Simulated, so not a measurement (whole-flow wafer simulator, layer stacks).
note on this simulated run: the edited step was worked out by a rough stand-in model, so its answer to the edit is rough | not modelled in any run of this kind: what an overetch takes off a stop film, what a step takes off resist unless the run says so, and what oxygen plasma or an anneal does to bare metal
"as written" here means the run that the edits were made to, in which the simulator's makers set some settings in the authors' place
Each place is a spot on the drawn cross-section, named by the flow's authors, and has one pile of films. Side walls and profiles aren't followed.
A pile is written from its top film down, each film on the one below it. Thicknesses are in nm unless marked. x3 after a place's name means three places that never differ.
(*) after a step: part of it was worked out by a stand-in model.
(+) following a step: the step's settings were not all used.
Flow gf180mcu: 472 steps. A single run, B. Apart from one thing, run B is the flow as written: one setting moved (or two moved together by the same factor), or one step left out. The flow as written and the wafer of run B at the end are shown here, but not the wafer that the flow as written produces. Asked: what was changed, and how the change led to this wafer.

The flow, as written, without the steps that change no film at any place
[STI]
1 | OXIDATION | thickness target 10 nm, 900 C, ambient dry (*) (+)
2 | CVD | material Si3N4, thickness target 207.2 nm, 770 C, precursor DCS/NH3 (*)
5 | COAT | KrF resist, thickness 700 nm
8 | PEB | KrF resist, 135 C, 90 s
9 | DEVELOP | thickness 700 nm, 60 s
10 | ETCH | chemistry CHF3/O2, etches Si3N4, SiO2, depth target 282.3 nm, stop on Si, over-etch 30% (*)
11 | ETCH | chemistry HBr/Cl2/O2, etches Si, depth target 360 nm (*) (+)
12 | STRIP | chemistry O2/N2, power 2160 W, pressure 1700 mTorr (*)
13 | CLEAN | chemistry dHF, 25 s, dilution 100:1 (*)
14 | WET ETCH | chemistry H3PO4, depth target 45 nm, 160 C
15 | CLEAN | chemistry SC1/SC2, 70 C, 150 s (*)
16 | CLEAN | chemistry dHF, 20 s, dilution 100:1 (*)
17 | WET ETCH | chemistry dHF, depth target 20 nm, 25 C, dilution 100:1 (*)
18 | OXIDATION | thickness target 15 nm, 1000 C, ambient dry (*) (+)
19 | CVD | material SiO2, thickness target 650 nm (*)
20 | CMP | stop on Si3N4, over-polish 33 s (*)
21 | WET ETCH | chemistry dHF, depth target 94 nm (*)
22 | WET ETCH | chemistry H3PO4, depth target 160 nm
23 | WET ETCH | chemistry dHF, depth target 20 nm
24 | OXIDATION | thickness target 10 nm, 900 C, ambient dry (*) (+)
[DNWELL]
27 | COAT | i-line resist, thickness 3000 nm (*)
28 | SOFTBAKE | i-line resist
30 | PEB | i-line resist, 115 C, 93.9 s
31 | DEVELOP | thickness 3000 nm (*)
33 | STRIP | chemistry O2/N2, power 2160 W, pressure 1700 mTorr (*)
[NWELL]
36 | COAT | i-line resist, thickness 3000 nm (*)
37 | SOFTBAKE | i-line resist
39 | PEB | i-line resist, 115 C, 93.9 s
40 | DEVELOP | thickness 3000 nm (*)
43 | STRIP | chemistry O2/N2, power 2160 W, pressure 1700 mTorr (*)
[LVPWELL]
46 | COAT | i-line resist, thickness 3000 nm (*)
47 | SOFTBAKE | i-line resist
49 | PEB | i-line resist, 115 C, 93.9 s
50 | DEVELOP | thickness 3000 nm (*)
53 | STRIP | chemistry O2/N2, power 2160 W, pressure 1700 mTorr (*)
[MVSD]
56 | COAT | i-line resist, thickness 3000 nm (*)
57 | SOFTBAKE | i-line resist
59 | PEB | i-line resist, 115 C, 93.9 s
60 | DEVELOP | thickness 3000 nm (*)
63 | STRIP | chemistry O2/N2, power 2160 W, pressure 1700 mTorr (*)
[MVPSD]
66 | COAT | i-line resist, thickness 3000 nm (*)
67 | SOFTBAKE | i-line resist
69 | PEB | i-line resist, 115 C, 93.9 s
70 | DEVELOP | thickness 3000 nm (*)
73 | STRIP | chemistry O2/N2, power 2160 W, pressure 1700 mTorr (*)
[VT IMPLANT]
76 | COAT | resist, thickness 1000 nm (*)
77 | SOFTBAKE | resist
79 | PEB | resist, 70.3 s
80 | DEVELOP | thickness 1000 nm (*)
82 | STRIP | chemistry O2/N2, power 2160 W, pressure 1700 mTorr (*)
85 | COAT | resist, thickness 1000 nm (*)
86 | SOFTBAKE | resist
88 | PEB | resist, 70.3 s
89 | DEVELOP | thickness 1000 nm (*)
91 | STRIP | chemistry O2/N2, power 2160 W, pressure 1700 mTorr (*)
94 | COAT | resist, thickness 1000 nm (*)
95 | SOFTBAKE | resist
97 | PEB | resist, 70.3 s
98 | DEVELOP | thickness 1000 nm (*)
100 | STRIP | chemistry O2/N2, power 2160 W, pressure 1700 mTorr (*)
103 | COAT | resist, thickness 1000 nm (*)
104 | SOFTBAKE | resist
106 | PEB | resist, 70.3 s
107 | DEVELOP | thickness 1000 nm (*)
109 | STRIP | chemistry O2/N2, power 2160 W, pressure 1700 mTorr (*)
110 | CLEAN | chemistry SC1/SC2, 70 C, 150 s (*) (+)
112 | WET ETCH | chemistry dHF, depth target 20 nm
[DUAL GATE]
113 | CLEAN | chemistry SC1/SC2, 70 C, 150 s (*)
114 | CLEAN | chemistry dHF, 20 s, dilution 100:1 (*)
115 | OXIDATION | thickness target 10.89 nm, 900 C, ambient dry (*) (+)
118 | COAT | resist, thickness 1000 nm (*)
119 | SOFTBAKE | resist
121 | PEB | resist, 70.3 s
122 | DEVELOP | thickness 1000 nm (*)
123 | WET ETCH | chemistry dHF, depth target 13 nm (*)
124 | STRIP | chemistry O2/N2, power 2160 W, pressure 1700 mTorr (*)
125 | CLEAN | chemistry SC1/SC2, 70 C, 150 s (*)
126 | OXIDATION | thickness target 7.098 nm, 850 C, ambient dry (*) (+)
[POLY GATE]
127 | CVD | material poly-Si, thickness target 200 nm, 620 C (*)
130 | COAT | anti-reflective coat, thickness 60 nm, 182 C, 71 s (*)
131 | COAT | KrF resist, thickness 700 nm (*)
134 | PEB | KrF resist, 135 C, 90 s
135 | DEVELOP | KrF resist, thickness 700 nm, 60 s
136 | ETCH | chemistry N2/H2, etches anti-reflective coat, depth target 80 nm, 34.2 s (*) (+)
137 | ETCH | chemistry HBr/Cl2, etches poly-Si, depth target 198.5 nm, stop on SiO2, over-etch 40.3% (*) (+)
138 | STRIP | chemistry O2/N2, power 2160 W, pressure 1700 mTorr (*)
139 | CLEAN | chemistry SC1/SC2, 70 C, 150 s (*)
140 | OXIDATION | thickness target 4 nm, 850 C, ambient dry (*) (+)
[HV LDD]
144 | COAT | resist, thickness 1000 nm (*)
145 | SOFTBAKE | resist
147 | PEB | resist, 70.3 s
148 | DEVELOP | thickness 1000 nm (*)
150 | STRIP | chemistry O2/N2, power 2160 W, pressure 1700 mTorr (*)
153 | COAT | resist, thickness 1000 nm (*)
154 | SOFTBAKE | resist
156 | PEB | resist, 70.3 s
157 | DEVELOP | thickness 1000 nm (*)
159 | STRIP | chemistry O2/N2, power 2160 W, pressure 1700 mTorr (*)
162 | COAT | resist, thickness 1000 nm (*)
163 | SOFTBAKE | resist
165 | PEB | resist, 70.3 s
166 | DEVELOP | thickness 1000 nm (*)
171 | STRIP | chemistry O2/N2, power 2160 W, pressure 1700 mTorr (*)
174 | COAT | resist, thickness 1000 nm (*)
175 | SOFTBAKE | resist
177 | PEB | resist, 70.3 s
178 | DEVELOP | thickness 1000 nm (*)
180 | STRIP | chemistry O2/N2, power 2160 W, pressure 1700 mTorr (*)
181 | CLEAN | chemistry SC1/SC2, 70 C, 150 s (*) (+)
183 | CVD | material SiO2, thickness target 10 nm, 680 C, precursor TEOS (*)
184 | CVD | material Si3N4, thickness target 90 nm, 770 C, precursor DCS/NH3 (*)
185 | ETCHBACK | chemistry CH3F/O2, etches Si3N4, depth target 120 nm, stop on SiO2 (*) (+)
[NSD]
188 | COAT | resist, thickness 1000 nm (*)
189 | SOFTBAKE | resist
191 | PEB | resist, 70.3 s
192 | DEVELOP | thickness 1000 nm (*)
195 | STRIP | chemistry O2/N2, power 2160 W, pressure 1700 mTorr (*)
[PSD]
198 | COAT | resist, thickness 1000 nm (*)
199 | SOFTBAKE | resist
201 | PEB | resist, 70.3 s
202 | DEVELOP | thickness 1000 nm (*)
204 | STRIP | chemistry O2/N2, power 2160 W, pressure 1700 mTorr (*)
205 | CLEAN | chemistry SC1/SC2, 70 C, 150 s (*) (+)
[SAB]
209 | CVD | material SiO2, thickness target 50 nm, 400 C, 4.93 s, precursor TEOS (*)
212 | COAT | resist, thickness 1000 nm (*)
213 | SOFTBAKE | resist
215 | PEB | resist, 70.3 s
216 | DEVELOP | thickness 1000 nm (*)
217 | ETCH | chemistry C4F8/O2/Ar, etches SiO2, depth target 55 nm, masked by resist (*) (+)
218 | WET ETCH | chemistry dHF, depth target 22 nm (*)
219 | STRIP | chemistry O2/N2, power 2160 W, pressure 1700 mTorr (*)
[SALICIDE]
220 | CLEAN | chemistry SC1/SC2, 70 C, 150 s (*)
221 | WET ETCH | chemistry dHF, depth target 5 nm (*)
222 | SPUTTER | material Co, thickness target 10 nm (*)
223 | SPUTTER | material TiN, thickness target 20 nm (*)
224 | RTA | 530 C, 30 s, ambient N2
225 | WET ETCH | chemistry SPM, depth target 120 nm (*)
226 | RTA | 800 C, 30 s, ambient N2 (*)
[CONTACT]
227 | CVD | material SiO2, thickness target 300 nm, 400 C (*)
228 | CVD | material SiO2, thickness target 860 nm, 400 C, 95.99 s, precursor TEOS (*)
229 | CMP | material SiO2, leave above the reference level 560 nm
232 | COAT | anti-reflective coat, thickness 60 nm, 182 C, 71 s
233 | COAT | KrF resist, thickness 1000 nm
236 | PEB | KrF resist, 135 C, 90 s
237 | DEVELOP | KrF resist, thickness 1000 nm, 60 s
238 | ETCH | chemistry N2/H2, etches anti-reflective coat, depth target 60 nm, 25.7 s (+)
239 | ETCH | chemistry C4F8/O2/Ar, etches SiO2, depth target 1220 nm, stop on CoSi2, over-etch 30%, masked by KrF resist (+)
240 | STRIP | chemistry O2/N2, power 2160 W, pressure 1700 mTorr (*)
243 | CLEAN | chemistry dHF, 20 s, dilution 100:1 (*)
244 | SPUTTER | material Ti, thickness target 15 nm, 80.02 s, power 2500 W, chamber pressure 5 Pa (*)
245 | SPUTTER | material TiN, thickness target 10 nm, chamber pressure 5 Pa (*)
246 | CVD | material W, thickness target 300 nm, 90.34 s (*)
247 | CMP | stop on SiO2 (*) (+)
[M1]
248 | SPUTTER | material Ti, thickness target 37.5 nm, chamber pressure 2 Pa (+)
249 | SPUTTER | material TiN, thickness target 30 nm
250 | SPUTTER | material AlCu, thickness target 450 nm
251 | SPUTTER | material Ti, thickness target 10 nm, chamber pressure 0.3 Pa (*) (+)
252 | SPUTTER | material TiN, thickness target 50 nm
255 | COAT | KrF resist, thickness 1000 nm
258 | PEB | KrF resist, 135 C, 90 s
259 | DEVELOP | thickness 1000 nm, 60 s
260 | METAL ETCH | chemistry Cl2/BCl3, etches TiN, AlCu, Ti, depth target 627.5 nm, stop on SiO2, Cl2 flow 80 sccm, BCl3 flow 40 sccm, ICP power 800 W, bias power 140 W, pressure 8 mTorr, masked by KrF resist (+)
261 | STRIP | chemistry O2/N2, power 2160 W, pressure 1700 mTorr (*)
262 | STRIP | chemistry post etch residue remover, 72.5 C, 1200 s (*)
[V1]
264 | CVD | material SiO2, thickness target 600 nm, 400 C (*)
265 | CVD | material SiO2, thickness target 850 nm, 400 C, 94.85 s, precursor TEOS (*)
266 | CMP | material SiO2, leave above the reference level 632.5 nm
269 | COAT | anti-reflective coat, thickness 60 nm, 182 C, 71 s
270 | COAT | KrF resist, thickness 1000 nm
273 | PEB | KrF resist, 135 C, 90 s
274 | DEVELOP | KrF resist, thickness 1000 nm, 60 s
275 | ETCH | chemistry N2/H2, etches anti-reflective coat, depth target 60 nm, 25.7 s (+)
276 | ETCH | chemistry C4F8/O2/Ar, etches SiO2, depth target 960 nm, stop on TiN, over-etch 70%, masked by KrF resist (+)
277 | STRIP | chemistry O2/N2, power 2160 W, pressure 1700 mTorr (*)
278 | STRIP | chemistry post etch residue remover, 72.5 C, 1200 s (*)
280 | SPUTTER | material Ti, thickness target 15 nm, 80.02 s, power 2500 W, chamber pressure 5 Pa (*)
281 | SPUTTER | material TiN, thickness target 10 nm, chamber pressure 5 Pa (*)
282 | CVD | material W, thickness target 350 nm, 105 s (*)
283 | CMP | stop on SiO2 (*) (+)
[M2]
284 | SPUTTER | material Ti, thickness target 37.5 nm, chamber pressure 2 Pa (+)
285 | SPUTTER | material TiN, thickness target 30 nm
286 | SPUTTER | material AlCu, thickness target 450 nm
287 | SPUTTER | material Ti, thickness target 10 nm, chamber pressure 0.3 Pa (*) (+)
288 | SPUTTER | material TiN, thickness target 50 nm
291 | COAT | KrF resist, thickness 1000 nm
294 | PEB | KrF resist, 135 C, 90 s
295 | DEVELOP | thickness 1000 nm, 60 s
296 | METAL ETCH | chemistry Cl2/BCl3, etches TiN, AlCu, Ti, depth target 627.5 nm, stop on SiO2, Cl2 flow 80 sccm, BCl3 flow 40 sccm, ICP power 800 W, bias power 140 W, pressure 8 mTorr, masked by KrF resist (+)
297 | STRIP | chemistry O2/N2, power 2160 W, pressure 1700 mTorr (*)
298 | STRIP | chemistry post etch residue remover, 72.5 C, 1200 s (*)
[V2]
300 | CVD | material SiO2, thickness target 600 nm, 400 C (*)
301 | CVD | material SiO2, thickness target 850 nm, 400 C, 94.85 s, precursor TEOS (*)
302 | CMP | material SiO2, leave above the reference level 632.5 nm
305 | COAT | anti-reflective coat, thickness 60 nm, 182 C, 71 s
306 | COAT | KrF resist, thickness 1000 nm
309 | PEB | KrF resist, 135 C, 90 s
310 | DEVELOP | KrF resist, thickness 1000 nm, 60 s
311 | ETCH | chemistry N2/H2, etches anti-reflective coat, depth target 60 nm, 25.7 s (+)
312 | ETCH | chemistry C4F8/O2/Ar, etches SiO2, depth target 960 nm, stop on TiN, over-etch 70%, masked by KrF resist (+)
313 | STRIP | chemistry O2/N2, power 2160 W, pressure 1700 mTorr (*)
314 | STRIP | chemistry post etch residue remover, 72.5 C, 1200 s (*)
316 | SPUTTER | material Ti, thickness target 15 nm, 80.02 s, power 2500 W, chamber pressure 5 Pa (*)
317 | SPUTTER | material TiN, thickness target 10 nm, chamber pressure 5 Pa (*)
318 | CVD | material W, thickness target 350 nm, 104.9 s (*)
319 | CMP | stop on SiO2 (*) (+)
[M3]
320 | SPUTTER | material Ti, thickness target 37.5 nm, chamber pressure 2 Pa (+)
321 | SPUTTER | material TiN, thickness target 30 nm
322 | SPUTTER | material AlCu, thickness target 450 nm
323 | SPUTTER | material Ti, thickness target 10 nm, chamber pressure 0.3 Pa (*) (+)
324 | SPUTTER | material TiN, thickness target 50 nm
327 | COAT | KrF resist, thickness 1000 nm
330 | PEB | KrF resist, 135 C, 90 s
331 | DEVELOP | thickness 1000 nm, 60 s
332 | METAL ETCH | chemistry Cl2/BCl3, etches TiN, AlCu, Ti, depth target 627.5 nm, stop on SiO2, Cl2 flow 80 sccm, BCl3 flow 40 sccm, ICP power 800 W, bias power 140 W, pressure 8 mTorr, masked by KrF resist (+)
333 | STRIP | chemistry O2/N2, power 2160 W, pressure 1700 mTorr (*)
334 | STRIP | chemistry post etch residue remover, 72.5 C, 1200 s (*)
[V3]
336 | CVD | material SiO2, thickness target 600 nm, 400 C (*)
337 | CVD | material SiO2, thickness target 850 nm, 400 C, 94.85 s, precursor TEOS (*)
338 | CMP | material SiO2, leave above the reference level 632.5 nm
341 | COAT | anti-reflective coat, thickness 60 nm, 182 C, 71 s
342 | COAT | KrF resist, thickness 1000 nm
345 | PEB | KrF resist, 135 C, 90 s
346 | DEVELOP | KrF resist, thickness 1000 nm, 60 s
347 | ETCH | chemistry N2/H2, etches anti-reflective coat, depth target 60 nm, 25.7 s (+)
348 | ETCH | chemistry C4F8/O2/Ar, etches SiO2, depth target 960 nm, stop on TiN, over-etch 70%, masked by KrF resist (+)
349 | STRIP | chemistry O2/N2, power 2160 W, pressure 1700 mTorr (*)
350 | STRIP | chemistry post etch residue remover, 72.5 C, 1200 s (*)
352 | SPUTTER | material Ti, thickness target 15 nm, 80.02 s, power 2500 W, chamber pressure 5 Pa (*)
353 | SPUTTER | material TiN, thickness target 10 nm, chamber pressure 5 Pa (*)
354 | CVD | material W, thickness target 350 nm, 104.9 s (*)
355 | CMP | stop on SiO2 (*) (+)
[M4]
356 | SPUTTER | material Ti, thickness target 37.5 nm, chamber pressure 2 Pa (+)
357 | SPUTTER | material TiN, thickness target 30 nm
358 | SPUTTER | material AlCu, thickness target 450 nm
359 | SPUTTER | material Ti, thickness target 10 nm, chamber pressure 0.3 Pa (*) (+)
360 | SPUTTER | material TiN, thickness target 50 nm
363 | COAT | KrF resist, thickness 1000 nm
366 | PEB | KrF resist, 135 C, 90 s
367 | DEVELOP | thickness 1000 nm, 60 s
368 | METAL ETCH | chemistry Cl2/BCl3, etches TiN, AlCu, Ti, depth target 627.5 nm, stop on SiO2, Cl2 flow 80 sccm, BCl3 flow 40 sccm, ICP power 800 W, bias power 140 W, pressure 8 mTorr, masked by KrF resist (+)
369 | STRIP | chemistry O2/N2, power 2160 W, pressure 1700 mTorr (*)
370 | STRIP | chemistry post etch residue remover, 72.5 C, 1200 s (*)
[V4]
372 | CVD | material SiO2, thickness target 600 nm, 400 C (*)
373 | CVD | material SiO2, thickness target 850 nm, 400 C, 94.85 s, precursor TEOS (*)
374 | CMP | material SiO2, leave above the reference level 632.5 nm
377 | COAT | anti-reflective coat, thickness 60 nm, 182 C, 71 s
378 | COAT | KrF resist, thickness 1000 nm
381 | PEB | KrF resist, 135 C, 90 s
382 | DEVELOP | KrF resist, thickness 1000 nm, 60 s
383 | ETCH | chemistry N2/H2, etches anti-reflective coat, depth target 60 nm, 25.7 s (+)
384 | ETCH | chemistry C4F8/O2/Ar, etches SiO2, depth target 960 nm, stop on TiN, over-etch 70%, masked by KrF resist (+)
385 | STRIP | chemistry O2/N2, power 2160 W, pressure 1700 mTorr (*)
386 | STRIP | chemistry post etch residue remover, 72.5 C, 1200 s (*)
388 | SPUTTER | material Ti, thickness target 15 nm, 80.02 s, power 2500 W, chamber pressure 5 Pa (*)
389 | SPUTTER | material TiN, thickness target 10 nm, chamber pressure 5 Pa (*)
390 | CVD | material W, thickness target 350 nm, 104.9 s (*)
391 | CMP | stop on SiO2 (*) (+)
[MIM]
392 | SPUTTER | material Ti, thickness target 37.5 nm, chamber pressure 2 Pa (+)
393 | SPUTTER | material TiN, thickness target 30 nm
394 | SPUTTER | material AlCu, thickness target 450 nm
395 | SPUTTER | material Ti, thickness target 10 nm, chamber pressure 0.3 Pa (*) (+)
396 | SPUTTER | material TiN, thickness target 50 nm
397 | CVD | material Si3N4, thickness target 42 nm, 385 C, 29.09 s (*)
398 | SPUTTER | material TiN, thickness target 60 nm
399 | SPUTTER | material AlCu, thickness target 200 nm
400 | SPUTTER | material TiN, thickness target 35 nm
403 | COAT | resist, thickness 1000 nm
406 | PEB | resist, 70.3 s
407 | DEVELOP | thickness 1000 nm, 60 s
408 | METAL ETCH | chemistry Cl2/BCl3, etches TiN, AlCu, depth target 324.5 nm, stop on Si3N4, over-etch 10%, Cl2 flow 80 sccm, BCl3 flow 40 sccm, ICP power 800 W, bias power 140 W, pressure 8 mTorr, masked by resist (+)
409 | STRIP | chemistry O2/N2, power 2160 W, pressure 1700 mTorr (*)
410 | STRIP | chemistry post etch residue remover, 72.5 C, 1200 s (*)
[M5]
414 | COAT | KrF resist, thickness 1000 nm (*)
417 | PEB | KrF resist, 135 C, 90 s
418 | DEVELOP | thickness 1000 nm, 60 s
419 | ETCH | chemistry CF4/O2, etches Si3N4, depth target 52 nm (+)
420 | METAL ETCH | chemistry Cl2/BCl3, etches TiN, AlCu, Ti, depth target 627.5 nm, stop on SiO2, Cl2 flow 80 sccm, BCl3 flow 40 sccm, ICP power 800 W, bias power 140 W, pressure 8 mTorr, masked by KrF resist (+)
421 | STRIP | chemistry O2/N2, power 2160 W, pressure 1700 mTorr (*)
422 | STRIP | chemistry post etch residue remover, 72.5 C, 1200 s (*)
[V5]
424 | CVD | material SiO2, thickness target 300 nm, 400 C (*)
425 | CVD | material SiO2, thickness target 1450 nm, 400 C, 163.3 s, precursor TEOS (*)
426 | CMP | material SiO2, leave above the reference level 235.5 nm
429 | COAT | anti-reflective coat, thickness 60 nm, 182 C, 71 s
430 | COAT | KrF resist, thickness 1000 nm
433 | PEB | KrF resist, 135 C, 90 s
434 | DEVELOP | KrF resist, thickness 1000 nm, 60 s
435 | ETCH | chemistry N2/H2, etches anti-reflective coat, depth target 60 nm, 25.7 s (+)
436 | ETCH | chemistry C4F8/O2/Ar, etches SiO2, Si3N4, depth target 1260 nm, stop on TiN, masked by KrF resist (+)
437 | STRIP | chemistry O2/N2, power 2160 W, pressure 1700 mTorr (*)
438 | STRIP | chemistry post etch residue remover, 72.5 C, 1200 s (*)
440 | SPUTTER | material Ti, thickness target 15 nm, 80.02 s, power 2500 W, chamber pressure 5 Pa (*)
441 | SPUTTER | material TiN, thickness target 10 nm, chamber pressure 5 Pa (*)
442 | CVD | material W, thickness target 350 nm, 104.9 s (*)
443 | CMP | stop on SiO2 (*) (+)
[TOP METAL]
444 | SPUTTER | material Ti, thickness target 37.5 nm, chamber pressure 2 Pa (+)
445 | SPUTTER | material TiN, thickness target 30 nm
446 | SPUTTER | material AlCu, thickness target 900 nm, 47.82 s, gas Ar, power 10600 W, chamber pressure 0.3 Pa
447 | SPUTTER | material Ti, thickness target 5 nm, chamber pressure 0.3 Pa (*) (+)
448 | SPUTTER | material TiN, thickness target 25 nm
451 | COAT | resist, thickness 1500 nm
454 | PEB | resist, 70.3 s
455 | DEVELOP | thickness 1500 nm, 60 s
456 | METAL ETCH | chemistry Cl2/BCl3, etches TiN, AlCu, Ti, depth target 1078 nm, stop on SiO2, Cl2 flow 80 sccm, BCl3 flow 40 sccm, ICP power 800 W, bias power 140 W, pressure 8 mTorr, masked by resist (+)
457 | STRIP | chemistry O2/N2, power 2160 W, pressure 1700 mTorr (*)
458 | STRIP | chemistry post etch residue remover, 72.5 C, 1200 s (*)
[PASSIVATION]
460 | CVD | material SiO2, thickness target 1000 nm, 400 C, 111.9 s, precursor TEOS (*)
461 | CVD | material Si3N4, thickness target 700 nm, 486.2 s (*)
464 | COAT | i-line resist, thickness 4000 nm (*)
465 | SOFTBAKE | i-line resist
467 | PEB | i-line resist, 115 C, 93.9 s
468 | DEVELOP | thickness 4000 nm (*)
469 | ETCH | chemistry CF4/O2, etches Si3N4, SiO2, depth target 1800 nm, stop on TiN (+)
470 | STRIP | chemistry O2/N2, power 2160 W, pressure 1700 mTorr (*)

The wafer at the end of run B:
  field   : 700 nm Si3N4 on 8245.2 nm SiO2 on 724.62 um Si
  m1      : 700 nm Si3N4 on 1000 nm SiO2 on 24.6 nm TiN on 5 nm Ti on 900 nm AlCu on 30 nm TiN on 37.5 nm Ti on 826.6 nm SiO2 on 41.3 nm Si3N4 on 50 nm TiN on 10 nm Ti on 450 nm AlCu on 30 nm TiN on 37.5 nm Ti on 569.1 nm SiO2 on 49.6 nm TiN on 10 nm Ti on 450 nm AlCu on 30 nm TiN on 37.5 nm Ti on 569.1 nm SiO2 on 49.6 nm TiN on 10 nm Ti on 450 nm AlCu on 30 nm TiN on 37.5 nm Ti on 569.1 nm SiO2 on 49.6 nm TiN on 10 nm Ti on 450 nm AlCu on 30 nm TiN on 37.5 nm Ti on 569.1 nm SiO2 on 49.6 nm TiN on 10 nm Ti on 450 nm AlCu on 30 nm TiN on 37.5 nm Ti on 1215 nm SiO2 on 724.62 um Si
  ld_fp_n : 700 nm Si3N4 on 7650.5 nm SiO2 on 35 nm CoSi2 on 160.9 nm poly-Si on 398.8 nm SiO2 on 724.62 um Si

The reason: step 11, ETCH: depth target 378 nm was run, whereas the flow has depth target 360 nm.

Step by step, how the change led to this:
  11 | ETCH | chemistry HBr/Cl2/O2, etches Si, depth target 360 nm (*) (+)
      active, n_well, p_well and 40 more: KrF resist loses 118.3 (in the flow as written it would be: KrF resist loses 112.3)
      field, field_sub, sti and 34 more: Si loses 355 (in the flow as written it would be: Si loses 337)
  20 | CMP | stop on Si3N4, over-polish 33 s (*)
      sti, mim_1p0, pad and 11 more: SiO2 loses 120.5 (in the flow as written it would be: SiO2 loses 138.5)
      nw_enc_fld, nw_enc_fld_lv: SiO2 loses 124.5 (in the flow as written it would be: SiO2 loses 142.5)
      (as well as at 10 more places)
